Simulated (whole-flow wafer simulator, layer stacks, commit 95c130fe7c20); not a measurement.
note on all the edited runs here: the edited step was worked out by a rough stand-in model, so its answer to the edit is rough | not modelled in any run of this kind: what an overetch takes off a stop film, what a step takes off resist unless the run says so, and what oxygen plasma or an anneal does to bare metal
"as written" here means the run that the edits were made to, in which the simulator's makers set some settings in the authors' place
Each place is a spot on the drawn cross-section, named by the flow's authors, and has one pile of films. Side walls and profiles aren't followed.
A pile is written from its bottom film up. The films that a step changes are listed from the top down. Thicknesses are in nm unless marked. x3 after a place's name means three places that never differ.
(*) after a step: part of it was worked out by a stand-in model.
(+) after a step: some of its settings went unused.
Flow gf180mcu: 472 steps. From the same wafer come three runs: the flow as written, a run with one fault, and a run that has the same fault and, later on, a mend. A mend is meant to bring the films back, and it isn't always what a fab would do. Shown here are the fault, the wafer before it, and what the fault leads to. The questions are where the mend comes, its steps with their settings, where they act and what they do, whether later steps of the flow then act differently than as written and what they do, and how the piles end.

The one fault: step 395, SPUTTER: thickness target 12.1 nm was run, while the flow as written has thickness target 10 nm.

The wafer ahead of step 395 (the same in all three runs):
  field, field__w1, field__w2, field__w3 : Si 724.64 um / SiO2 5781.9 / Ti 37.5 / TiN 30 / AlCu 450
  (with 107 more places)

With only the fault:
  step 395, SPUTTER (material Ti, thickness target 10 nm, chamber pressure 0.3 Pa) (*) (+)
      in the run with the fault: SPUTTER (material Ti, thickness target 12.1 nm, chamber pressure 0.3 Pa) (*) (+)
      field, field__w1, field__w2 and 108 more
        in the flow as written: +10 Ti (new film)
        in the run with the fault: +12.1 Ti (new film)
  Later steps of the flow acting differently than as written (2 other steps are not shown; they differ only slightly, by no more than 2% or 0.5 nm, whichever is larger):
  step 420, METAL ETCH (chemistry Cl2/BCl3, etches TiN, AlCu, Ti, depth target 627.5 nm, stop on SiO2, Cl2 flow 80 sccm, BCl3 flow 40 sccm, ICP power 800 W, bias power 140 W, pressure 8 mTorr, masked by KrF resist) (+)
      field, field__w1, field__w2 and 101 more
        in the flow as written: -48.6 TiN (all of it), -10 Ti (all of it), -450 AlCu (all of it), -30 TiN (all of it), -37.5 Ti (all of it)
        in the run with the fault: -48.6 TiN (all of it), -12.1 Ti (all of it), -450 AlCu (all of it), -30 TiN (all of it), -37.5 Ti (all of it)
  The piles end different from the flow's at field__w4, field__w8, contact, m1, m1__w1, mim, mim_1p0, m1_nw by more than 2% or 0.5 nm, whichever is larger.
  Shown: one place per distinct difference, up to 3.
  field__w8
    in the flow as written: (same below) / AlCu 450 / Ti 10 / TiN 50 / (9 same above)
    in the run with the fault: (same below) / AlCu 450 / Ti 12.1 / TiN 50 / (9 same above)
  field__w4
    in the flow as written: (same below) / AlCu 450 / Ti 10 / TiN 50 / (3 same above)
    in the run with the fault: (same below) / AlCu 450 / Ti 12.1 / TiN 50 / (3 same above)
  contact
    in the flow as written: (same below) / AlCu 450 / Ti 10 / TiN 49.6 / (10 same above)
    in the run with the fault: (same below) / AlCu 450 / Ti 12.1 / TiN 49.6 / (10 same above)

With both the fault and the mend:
  After step 395 comes the mend.
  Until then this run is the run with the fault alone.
  step 395a, METAL ETCH (chemistry Cl2/BCl3, etches TiN, AlCu, Ti, depth target 2.1 nm, Cl2 flow 80 sccm, BCl3 flow 40 sccm, ICP power 800 W, bias power 140 W, pressure 8 mTorr) (the flow's step 260 again, with other settings)
      field, field__w1, field__w2 and 108 more
        -2.1 Ti
  None of the later steps of the flow acts differently than as written at any place that is followed.
  By the end, the piles equal the flow's at every place that both follow.
